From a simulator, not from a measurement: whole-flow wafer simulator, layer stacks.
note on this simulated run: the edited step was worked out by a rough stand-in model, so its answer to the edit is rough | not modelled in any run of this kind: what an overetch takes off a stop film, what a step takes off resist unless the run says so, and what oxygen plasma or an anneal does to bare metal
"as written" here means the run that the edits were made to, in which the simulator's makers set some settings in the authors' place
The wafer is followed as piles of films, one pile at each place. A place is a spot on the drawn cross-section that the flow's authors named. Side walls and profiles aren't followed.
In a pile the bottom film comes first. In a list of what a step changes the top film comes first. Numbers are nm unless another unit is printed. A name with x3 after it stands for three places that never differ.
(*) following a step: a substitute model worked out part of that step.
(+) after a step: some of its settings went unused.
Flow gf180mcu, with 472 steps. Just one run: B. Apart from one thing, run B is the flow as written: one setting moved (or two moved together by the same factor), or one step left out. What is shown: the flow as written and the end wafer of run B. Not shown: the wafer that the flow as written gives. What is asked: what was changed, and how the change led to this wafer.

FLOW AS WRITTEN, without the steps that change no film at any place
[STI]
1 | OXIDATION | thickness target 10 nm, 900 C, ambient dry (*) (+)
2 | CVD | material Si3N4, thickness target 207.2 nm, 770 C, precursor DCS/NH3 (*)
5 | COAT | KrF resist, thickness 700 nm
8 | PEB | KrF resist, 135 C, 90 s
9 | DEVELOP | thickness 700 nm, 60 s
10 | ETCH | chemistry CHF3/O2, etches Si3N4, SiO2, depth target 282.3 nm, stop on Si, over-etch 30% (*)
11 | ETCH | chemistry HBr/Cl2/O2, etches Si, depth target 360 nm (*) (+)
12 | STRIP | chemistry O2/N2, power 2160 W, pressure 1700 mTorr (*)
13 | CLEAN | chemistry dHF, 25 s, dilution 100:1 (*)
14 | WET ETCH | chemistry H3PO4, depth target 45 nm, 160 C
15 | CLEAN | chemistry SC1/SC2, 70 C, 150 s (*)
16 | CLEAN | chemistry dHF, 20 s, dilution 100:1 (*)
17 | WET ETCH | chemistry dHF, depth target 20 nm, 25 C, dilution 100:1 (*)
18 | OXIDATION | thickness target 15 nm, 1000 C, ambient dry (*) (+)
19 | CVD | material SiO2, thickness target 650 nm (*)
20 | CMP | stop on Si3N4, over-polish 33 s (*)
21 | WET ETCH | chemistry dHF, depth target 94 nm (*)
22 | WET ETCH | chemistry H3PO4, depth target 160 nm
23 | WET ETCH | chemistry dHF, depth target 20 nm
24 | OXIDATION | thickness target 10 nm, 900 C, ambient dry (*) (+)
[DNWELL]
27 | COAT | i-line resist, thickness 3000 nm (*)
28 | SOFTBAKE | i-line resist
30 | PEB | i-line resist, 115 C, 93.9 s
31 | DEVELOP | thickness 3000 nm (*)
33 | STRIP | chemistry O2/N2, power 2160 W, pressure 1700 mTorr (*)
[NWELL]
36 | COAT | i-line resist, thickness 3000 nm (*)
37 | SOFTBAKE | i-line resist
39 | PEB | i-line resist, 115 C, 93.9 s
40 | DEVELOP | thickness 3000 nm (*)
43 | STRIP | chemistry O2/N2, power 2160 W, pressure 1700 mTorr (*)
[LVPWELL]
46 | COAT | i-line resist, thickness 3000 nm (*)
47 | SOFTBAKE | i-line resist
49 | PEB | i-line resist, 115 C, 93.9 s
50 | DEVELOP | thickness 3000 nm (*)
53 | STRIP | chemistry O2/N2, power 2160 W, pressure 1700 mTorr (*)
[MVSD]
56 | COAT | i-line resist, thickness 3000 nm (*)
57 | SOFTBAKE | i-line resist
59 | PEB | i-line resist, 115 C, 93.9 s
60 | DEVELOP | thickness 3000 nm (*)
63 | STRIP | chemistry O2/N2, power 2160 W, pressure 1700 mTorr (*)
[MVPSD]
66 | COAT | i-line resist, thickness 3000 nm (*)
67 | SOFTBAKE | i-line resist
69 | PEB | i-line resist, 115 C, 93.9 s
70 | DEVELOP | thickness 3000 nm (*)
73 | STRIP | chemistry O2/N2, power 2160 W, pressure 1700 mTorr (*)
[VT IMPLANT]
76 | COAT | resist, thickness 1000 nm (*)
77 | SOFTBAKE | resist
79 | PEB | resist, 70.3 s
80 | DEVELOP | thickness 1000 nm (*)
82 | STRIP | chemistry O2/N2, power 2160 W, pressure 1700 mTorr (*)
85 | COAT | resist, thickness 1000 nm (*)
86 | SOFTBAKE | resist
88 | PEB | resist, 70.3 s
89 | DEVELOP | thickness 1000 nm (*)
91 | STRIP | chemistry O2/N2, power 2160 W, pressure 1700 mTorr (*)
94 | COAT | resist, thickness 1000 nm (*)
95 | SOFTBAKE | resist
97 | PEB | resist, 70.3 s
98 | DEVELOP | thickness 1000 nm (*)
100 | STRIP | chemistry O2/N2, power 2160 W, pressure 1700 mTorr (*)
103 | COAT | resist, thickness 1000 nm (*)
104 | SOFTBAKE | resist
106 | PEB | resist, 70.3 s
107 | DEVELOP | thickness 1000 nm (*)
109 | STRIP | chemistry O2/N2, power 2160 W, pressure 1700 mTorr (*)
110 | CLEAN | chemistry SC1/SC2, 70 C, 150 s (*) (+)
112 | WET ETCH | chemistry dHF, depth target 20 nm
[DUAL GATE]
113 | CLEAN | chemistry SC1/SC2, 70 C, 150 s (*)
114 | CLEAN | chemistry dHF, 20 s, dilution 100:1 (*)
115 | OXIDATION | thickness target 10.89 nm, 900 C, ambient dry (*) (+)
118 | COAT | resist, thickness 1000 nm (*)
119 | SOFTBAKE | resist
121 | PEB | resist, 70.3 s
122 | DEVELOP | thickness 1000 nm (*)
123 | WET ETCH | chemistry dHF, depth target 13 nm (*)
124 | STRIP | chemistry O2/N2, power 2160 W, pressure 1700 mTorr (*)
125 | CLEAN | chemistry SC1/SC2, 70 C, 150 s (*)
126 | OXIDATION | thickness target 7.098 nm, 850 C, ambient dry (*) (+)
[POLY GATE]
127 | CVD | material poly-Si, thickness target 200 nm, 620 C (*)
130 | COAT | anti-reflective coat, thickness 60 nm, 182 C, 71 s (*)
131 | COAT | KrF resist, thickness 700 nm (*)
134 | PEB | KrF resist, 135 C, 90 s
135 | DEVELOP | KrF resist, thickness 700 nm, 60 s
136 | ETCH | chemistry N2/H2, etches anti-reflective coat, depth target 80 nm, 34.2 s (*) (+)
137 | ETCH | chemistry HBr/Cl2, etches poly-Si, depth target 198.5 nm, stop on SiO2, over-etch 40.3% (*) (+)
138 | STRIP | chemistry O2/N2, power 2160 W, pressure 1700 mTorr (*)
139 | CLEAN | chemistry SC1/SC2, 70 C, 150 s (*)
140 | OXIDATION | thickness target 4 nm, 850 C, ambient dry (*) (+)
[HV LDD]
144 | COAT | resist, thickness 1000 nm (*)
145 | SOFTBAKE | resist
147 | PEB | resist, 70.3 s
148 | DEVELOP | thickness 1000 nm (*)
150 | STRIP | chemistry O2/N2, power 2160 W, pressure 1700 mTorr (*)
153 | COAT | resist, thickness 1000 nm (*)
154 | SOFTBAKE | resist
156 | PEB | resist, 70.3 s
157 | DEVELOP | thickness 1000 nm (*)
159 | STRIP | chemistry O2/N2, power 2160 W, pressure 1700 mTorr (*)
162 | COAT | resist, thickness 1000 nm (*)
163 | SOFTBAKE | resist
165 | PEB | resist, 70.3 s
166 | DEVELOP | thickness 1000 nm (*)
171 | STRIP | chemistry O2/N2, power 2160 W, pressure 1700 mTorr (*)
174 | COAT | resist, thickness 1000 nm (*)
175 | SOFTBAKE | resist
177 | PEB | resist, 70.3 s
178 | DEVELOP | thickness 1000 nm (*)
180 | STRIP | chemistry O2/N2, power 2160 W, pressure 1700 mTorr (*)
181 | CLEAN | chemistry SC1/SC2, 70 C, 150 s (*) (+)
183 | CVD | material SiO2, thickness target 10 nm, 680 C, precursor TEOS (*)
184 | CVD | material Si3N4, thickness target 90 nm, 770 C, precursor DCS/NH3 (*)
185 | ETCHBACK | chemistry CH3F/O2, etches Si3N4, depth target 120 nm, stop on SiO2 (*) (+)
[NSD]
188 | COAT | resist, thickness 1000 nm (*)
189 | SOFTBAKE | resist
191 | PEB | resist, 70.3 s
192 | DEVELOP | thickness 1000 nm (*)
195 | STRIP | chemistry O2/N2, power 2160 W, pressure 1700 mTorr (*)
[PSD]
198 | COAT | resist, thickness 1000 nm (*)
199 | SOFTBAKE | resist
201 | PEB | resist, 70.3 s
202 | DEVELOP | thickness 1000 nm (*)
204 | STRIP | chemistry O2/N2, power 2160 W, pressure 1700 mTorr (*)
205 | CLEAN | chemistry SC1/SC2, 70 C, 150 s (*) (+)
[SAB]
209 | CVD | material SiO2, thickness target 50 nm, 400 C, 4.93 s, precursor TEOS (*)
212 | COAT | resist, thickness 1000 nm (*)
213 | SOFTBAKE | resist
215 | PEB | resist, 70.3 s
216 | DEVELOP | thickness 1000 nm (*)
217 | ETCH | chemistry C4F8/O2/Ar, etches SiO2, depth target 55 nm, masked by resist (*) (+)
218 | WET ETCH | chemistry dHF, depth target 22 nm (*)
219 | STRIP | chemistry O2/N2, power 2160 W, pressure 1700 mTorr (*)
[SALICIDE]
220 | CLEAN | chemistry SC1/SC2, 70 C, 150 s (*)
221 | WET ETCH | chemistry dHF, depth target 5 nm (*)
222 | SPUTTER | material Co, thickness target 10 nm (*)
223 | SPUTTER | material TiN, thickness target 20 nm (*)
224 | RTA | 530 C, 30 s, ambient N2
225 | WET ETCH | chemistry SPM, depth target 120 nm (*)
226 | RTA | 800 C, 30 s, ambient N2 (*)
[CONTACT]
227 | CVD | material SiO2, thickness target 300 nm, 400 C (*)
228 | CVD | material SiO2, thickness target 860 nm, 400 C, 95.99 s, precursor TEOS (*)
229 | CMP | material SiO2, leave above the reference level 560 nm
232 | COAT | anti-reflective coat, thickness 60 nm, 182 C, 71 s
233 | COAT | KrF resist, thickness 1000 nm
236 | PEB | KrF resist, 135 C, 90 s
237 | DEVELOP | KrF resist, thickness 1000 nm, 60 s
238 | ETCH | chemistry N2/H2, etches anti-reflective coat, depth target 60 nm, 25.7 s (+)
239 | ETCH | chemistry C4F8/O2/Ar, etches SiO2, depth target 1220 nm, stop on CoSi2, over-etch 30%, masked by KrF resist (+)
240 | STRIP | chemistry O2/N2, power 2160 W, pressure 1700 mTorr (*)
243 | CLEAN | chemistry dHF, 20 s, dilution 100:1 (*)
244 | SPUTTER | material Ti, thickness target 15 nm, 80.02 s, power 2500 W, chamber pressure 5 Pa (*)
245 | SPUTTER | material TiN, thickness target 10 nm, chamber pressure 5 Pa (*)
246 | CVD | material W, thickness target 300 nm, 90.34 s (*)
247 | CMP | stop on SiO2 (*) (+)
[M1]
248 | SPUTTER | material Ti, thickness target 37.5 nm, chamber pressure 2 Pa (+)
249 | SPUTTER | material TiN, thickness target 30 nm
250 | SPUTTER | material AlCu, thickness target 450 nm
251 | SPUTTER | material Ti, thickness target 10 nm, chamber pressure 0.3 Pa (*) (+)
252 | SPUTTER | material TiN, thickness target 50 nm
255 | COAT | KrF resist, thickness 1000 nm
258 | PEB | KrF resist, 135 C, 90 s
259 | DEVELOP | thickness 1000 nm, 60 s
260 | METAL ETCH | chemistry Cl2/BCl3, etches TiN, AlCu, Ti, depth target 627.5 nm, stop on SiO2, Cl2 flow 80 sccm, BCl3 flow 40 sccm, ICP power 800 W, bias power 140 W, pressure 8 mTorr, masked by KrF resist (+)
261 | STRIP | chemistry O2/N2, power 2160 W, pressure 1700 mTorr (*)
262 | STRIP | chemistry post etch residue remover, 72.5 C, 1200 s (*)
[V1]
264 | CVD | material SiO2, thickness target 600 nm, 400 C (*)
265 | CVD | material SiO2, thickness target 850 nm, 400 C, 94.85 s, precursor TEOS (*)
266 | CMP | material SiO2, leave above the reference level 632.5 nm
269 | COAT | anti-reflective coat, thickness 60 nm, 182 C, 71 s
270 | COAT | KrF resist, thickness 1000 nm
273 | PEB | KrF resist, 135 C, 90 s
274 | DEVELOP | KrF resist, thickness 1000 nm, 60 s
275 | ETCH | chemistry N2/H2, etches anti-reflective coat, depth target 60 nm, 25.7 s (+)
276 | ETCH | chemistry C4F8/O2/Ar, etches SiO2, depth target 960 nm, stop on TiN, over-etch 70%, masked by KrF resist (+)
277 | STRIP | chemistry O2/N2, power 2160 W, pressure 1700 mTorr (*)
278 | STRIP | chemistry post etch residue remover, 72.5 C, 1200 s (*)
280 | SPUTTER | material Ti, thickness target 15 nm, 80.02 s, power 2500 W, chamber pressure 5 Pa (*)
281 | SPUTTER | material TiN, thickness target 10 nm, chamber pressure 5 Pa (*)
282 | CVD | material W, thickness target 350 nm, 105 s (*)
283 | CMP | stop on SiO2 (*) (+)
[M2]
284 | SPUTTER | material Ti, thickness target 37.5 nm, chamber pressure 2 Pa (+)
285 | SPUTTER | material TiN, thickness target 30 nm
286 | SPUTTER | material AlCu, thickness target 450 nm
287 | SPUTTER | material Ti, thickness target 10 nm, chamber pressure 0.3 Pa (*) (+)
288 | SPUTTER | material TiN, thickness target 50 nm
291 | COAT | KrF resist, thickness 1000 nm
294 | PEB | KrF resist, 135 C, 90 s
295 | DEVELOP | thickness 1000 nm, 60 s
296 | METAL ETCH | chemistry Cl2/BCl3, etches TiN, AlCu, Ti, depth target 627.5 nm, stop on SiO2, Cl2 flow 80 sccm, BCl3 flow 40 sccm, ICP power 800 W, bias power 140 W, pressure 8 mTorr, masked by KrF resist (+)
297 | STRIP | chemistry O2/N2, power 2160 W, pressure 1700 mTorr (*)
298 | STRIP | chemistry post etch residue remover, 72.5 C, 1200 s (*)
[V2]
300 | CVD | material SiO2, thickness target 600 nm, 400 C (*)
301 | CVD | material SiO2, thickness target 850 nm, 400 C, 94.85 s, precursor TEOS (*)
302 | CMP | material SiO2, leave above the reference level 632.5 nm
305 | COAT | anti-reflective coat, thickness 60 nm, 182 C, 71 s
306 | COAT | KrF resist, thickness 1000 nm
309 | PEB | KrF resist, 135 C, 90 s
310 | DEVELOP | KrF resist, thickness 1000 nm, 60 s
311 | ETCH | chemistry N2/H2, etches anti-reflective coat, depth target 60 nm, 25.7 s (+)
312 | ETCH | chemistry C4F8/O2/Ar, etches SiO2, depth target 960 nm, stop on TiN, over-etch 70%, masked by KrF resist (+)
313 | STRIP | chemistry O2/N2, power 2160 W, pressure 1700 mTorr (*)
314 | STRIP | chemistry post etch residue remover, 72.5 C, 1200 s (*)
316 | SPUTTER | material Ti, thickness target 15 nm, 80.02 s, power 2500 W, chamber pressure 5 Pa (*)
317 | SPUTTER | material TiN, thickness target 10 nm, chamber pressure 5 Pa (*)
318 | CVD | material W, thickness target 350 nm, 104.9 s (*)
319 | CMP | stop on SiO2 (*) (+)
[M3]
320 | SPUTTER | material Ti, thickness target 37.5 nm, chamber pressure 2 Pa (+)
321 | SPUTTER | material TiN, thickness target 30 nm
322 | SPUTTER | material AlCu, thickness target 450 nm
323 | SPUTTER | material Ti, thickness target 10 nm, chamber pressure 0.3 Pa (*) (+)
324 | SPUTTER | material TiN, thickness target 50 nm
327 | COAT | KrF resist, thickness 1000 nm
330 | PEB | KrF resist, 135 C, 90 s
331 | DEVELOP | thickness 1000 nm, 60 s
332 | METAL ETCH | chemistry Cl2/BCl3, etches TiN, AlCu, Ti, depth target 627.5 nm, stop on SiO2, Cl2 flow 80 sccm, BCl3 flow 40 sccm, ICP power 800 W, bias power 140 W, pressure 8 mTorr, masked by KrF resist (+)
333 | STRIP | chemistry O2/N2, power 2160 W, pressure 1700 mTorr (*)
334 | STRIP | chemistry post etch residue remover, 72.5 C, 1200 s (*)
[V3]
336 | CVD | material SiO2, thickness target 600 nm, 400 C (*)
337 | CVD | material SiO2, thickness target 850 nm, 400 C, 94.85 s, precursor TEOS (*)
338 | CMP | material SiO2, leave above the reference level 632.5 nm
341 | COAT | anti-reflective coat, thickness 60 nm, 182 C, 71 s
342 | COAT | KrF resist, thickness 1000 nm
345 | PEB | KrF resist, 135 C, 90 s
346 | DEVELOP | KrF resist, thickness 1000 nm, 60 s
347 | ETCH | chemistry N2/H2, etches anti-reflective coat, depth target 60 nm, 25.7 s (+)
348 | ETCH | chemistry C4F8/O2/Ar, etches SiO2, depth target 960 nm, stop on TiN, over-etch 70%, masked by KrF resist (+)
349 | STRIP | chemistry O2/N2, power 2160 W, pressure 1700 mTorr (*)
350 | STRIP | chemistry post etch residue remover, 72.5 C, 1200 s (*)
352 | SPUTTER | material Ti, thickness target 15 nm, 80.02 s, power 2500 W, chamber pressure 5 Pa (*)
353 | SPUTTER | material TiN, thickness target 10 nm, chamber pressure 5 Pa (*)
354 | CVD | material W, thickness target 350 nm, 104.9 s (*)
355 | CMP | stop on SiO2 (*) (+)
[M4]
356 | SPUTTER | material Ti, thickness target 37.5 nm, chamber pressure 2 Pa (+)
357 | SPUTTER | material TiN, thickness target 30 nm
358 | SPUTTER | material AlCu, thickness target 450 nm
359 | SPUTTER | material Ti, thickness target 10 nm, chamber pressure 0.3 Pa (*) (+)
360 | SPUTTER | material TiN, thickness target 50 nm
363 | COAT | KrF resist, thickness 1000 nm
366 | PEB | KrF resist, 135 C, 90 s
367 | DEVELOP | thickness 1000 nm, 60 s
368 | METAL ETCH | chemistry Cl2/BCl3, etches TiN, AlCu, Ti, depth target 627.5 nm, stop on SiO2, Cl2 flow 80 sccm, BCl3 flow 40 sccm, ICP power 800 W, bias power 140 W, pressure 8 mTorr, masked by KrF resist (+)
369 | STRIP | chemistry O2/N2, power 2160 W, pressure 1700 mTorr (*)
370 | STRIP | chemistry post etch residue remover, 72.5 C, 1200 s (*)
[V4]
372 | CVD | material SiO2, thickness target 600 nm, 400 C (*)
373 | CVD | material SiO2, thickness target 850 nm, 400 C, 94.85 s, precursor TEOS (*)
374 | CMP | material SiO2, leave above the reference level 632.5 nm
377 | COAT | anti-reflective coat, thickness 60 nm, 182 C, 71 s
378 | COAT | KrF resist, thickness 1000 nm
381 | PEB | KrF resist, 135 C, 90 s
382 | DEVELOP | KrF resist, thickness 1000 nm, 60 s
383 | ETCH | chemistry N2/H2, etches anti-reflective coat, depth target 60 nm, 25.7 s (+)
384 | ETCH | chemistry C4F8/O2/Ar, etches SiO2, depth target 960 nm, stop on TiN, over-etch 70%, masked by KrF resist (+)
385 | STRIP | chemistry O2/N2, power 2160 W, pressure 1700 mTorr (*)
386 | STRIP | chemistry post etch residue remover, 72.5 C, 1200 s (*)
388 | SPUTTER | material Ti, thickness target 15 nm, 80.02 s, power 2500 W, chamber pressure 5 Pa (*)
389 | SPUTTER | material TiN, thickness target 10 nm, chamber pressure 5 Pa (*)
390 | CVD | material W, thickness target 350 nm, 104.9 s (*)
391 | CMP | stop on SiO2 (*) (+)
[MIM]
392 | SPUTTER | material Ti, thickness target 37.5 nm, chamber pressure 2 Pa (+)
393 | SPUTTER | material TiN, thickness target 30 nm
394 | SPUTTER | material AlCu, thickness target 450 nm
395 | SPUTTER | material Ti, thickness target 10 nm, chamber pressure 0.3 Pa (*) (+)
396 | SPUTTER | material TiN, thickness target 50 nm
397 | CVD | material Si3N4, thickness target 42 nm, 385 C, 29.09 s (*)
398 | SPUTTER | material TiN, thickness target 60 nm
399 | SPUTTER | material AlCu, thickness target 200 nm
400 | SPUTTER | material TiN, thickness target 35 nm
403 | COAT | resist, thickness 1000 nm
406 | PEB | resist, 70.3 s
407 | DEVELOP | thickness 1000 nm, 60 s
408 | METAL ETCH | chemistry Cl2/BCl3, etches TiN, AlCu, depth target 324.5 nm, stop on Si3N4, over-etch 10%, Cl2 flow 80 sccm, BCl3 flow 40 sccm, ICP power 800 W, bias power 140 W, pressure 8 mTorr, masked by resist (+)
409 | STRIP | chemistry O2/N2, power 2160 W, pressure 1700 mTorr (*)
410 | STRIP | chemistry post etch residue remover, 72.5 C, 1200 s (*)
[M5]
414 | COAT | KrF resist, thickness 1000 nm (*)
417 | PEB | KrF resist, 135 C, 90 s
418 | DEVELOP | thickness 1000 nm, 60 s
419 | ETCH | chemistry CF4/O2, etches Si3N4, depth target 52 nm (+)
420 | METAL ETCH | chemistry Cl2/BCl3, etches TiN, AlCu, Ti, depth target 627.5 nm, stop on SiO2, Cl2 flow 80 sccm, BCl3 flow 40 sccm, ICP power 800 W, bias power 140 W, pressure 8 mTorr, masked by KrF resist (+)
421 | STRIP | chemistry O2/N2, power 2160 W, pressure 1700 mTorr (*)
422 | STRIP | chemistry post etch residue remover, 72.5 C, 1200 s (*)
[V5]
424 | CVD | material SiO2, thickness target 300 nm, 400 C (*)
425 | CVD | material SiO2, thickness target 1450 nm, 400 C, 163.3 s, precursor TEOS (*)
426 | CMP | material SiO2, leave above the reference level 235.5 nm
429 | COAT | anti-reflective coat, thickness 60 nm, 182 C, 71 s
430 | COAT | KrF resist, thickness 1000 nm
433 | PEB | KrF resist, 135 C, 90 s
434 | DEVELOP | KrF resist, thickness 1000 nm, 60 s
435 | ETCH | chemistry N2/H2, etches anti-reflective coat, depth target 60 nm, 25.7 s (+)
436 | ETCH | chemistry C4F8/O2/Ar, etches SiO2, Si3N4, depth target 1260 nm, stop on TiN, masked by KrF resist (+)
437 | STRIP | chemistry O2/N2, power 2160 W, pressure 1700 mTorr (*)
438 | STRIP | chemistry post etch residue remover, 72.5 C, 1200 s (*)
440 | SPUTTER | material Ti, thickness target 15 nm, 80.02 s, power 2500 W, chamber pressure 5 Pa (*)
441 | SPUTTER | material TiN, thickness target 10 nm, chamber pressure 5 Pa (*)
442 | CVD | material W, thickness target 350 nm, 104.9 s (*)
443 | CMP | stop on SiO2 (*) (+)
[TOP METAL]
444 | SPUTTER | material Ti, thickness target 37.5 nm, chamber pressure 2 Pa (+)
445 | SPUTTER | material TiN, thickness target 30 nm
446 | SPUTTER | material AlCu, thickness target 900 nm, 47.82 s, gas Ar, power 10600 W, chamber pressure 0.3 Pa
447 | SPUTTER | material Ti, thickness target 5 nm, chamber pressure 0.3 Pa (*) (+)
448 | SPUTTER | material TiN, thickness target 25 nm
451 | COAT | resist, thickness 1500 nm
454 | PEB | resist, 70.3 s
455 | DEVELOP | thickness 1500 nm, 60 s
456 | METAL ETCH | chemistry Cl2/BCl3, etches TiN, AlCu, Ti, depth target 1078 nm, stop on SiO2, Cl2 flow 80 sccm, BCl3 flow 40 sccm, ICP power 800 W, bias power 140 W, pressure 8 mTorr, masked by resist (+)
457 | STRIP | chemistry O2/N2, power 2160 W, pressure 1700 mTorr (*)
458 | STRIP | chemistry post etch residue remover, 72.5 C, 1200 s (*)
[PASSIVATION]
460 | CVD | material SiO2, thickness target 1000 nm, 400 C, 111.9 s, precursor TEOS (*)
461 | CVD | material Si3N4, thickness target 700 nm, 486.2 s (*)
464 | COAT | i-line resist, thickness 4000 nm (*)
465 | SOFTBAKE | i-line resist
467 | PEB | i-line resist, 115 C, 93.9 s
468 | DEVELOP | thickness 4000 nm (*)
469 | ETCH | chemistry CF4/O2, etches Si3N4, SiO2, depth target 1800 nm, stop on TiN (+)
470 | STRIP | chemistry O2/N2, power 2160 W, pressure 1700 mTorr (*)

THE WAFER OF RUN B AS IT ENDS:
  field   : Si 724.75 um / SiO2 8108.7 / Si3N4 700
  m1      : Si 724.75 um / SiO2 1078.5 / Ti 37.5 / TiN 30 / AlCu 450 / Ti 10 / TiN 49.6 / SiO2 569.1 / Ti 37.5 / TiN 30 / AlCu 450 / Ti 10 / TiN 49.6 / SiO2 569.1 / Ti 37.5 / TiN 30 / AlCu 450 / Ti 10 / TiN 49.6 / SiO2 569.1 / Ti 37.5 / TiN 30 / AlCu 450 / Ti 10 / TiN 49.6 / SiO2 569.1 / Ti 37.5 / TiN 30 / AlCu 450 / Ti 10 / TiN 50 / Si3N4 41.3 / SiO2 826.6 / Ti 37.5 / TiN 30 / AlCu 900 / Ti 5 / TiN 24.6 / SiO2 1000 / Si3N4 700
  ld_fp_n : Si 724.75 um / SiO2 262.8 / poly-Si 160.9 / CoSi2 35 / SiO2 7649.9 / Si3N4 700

Cause: step 11, ETCH: depth target 241 nm was run, though the flow has depth target 360 nm.

How this came from the change, step by step:
  11 | ETCH | chemistry HBr/Cl2/O2, etches Si, depth target 360 nm (*) (+)
      active, n_well, p_well and 40 more: -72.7 KrF resist (as written it would have been: -112.3 KrF resist)
      field, field_sub, sti and 34 more: -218 Si (as written it would have been: -337 Si)
  12 | STRIP | chemistry O2/N2, power 2160 W, pressure 1700 mTorr (*)
      active, n_well, p_well and 40 more: -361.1 KrF resist (all of it) (as written it would have been: -321.4 KrF resist (all of it))
  19 | CVD | material SiO2, thickness target 650 nm (*)
      m1, ld_fp_n, ld_drift_n and 8 more: +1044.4 SiO2 (as written it would have been: +1163.4 SiO2)
  20 | CMP | stop on Si3N4, over-polish 33 s (*)
      sti, mim_1p0, pad and 11 more: -257.5 SiO2 (as written it would have been: -138.5 SiO2)
      nw_enc_fld, nw_enc_fld_lv: -261.5 SiO2 (as written it would have been: -142.5 SiO2)
      (as well as at 10 more places)
  189 | SOFTBAKE | resist
      field__w9: -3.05 resist (as written it would have been: +6.92 resist)
  199 | SOFTBAKE | resist
      field__w9: -3.05 resist (as written it would have been: +6.92 resist)
